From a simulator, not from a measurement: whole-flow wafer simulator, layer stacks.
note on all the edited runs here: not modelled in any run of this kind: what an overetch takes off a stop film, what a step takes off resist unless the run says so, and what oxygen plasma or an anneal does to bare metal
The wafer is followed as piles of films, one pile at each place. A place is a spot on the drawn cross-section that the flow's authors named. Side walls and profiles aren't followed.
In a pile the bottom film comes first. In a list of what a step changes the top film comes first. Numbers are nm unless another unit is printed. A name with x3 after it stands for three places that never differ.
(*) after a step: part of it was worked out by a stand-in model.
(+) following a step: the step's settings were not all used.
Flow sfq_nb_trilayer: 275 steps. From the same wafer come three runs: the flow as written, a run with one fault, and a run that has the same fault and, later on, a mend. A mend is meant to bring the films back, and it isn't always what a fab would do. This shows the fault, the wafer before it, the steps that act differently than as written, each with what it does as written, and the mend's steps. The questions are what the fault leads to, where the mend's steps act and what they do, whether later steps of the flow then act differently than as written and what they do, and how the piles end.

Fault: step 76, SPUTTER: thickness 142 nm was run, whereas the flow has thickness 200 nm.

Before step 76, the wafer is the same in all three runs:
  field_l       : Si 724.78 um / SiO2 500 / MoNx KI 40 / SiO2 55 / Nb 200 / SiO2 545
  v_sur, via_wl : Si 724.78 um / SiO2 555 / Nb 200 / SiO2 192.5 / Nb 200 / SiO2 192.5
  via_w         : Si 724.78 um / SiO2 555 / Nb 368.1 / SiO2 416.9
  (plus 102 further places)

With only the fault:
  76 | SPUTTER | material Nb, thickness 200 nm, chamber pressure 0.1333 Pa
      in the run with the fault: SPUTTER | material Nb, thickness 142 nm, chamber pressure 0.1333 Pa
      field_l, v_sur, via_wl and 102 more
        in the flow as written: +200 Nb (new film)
        in the run with the fault: +142 Nb (new film)
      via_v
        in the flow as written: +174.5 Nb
        in the run with the fault: +124.6 Nb
  Steps later in the flow that act otherwise than as written (not shown: 4 more steps that differ only slightly, by at most 2% or 0.5 nm, whichever is larger):
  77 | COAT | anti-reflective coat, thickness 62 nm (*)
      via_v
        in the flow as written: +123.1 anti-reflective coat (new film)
        in the run with the fault: +120.5 anti-reflective coat (new film)
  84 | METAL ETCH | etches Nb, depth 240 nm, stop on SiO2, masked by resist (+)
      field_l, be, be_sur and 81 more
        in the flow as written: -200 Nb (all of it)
        in the run with the fault: -142 Nb (all of it)
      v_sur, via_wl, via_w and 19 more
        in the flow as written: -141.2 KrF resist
        in the run with the fault: -125.3 KrF resist
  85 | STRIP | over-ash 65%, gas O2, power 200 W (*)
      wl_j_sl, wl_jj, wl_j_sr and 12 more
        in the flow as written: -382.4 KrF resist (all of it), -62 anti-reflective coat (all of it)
        in the run with the fault: -398.3 KrF resist (all of it), -62 anti-reflective coat (all of it)
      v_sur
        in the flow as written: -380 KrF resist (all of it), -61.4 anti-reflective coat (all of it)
        in the run with the fault: -396 KrF resist (all of it), -61.4 anti-reflective coat (all of it)
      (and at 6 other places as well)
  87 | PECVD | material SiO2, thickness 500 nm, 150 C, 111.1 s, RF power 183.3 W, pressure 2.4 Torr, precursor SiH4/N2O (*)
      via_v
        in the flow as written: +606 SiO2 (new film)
        in the run with the fault: +591.7 SiO2 (new film)
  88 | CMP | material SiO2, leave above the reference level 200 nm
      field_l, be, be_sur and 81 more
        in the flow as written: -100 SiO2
        in the run with the fault: -158 SiO2
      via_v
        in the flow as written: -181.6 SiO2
        in the run with the fault: -175.3 SiO2
  The piles end different from the flow's at v_sur, via_wl, via_w and 86 more by more than 2% or 0.5 nm, whichever is larger.
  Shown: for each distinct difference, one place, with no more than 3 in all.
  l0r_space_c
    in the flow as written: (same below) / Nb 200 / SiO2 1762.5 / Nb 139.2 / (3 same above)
    in the run with the fault: (same below) / Nb 200 / SiO2 1704.5 / Nb 139.2 / (3 same above)
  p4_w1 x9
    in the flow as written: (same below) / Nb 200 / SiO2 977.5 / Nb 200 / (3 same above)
    in the run with the fault: (same below) / Nb 200 / SiO2 919.5 / Nb 200 / (3 same above)
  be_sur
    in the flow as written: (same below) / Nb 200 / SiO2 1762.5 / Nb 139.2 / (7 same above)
    in the run with the fault: (same below) / Nb 200 / SiO2 1704.5 / Nb 139.2 / (7 same above)

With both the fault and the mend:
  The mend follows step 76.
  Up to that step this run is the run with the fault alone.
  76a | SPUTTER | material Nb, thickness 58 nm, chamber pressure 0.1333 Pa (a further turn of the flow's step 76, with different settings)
      field_l, v_sur, via_wl and 102 more
        +58 Nb
      via_v
        +46.1 Nb
  Every later step of the flow that is run acts as written, at every place that is followed, to within 2% or 0.5 nm, whichever is larger.
  When the end is reached, the piles differ only a little from the flow's at the places that both follow, at most by 2% or 0.5 nm, whichever is larger.
